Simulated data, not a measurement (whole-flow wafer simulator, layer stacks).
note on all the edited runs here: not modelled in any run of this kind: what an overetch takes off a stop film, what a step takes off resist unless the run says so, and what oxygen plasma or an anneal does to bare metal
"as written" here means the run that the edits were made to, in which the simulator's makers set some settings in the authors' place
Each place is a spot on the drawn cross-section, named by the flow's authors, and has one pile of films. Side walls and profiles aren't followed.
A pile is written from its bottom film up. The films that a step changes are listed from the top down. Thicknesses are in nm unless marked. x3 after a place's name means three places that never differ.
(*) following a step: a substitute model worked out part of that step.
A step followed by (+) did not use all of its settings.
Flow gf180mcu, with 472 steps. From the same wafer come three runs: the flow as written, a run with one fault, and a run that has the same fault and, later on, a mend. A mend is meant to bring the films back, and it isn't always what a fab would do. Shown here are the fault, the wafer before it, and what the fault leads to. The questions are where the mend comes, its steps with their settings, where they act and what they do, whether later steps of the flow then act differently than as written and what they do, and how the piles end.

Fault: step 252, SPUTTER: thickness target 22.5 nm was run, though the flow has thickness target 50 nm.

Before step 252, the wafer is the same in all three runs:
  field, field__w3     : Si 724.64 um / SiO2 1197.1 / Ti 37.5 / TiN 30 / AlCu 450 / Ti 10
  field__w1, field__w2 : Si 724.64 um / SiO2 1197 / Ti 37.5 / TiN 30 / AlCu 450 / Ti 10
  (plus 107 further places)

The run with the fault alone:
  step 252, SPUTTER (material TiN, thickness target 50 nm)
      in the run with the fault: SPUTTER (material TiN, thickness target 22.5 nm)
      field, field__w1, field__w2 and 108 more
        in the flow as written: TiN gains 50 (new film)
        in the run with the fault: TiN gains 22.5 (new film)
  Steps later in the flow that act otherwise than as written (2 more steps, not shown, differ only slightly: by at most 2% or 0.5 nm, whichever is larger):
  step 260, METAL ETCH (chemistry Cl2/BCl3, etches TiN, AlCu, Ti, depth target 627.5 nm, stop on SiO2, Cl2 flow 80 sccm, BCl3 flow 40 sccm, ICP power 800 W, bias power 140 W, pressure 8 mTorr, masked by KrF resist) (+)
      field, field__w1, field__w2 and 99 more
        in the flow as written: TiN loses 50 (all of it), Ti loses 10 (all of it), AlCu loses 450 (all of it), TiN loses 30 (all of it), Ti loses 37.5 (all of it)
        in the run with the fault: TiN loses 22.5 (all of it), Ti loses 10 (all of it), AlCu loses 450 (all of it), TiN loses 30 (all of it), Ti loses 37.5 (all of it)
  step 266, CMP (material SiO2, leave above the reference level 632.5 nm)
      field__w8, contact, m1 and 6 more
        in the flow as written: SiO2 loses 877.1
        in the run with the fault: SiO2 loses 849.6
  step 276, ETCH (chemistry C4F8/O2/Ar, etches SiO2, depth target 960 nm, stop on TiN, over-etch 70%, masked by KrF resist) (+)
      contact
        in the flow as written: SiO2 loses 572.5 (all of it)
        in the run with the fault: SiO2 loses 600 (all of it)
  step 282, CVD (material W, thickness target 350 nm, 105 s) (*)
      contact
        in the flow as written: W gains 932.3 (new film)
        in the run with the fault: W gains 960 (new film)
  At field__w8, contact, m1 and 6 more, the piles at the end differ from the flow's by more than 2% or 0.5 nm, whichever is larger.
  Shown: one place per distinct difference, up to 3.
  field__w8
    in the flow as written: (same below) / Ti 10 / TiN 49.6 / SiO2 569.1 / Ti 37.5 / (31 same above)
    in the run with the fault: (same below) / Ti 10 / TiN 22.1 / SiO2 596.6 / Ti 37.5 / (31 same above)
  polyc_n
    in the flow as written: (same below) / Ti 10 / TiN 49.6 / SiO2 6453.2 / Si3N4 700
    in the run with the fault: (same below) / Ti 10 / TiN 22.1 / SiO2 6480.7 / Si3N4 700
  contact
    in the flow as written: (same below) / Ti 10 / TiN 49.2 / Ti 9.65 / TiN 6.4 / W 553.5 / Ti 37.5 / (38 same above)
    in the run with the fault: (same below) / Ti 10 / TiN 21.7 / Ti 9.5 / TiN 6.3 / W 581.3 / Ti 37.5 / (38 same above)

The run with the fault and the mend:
  The mend stands after step 252.
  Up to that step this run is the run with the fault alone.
  step 252a, SPUTTER (material TiN, thickness target 27.5 nm) (the flow's step 252 again, with other settings)
      field, field__w1, field__w2 and 108 more
        TiN gains 27.5
  None of the later steps of the flow acts differently than as written at any place that is followed.
  The piles end the same as the flow's at every place that both follow.
